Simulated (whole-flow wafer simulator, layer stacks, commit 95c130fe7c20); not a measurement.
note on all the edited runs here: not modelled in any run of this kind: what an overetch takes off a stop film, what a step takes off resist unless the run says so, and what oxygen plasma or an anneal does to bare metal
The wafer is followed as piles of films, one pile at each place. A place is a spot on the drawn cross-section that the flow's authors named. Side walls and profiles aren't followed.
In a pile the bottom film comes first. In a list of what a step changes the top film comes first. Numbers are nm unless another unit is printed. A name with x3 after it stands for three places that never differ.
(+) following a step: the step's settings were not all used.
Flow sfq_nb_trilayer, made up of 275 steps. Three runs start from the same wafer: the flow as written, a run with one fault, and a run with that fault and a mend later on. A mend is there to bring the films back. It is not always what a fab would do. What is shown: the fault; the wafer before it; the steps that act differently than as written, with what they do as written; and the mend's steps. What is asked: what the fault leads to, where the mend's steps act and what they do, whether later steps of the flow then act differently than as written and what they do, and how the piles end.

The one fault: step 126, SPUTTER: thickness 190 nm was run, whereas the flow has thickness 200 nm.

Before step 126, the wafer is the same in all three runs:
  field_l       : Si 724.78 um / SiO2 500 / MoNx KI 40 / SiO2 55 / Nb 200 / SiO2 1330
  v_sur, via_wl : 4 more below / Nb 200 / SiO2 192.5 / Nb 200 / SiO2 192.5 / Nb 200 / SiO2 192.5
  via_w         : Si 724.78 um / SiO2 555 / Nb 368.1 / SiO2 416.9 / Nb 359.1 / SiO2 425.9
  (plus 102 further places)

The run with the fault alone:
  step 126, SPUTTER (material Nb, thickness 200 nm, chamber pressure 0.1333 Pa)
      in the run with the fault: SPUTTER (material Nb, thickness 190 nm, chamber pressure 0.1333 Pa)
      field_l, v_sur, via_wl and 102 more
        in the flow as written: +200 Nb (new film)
        in the run with the fault: +190 Nb (new film)
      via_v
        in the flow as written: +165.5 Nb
        in the run with the fault: +157.2 Nb
  Later steps of the flow acting differently than as written (9 other steps are not shown; they differ only slightly, by no more than 2% or 0.5 nm, whichever is larger):
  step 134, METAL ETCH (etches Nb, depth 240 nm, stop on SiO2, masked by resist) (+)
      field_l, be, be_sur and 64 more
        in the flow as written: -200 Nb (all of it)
        in the run with the fault: -190 Nb (all of it)
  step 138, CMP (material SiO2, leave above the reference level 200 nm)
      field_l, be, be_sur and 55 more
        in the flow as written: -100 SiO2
        in the run with the fault: -110 SiO2
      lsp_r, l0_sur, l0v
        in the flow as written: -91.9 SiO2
        in the run with the fault: -102.3 SiO2
  The piles end different from the flow's at v_sur, via_wl, via_w and 36 more by more than 2% or 0.5 nm, whichever is larger.
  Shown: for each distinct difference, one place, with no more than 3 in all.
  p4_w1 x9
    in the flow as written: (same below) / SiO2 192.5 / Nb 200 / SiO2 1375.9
    in the run with the fault: (same below) / SiO2 192.5 / Nb 190 / SiO2 1375.9
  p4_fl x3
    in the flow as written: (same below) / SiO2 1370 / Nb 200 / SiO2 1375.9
    in the run with the fault: (same below) / SiO2 1370 / Nb 190 / SiO2 1375.9
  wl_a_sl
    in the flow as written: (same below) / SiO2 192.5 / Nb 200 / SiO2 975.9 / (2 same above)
    in the run with the fault: (same below) / SiO2 192.5 / Nb 190 / SiO2 975.9 / (2 same above)

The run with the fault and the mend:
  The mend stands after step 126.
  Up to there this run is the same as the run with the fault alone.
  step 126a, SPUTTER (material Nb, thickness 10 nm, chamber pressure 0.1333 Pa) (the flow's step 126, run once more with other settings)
      field_l, v_sur, via_wl and 102 more
        +10 Nb
      via_v
        +7.48 Nb
  Later steps of the flow that are run all act as written at every place that is followed, up to a difference of at most 2% or 0.5 nm, whichever is larger.
  The piles end only slightly different from the flow's at the places that both follow, by no more than 2% or 0.5 nm, whichever is larger.
